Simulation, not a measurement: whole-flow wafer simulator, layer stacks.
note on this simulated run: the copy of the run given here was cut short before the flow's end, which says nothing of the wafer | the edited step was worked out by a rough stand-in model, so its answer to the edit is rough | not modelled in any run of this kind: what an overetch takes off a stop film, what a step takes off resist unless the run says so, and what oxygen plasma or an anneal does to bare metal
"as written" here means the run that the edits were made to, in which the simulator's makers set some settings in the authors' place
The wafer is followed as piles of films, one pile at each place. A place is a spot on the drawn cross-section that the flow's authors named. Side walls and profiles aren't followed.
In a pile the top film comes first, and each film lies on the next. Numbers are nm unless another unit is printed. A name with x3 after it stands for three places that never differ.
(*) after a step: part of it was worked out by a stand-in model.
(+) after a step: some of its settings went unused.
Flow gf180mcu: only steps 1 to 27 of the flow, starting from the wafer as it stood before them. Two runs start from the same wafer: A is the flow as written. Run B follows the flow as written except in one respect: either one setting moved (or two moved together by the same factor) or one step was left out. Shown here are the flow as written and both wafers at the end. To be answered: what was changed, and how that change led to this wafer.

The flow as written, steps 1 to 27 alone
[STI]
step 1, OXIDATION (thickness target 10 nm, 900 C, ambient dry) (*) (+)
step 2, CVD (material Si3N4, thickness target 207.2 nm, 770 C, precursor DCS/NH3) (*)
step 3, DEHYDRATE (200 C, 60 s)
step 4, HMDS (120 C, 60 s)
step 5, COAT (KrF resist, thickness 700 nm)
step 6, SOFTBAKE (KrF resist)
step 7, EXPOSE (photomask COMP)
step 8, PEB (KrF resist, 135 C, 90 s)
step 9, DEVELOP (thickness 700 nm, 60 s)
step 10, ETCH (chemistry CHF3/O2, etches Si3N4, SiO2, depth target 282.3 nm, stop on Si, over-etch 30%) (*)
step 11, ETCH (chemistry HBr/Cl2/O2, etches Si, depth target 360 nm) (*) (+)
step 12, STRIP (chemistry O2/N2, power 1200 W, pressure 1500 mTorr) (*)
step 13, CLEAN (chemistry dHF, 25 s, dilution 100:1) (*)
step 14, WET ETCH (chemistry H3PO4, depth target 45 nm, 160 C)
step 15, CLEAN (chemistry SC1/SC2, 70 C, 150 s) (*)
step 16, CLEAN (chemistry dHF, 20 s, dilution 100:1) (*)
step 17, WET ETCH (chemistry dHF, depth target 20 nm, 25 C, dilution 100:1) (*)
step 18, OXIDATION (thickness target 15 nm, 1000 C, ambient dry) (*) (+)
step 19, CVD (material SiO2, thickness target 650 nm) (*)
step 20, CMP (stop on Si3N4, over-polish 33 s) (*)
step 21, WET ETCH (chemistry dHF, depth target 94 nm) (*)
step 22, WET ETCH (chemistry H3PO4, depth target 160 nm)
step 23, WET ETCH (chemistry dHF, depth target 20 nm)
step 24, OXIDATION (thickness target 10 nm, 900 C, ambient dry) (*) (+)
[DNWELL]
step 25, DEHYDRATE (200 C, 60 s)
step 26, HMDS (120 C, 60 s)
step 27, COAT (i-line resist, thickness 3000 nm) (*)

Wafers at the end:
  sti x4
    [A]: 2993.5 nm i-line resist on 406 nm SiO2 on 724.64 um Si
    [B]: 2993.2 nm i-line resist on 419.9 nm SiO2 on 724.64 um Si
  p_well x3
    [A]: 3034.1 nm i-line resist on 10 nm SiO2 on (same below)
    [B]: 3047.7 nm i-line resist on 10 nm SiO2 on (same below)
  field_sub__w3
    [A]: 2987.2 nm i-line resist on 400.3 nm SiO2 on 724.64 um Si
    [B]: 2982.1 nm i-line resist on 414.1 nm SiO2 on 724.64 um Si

Cause: step 21, WET ETCH: depth target 80.1 nm was run, whereas the flow has depth target 94 nm.

How this came from the change, step by step:
  step 21, WET ETCH (chemistry dHF, depth target 94 nm) (*)
      active, n_well, p_well x3 and 38 more: A -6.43 Si3N4 | B -5.49 Si3N4
      field, field_sub, sti x4 and 31 more: A -94 SiO2 | B -80.1 SiO2
